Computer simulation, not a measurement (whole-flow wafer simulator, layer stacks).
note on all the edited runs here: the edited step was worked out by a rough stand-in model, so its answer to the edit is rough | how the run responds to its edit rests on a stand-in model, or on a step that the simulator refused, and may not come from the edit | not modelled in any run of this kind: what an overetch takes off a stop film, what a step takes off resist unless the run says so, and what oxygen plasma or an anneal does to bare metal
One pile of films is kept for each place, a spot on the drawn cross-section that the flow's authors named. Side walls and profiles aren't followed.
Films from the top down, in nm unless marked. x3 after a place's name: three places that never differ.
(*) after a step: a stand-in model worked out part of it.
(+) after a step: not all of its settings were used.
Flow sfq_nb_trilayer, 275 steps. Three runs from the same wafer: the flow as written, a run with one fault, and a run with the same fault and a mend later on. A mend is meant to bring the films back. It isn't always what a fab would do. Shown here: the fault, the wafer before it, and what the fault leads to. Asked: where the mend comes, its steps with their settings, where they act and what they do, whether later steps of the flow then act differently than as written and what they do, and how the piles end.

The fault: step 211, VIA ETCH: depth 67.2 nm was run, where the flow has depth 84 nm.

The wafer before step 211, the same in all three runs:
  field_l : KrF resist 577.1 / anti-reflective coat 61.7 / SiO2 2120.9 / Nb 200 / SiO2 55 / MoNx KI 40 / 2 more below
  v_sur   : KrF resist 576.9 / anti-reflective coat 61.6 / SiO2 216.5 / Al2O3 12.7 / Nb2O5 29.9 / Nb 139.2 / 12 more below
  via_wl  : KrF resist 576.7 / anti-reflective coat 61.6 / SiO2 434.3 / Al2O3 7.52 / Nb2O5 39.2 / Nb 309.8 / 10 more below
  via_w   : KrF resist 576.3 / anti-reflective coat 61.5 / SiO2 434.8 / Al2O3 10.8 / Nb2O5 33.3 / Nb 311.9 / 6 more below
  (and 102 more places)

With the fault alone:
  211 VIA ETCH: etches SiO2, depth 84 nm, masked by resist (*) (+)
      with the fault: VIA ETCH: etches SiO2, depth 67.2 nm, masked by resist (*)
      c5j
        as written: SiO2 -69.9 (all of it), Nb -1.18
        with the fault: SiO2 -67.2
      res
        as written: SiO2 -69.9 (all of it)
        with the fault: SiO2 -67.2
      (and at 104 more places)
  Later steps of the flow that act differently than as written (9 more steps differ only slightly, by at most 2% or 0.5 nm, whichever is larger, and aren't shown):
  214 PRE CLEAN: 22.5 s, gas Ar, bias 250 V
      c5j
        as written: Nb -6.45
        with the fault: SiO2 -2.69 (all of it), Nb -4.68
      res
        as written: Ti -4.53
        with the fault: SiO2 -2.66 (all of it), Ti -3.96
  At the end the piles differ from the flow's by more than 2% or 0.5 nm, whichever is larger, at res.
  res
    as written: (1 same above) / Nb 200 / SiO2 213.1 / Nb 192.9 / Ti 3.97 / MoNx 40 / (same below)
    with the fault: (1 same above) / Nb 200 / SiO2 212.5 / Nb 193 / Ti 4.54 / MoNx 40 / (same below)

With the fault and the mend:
  The mend comes after step 211.
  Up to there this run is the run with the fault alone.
  211a VIA ETCH: etches SiO2, depth 16.8 nm, masked by resist (*) (+) (the flow's step 211 once more, with other settings)
      field_l, v_sur, via_wl and 101 more
        KrF resist -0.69
      c5j
        SiO2 -2.69 (all of it), Nb -0.11
      res
        SiO2 -2.66 (all of it)
  No later step of the flow acts differently than as written, at any place that is followed, by more than 2% or 0.5 nm, whichever is larger.
  At the end the piles differ from the flow's only slightly at the places that both follow, by at most 2% or 0.5 nm, whichever is larger.
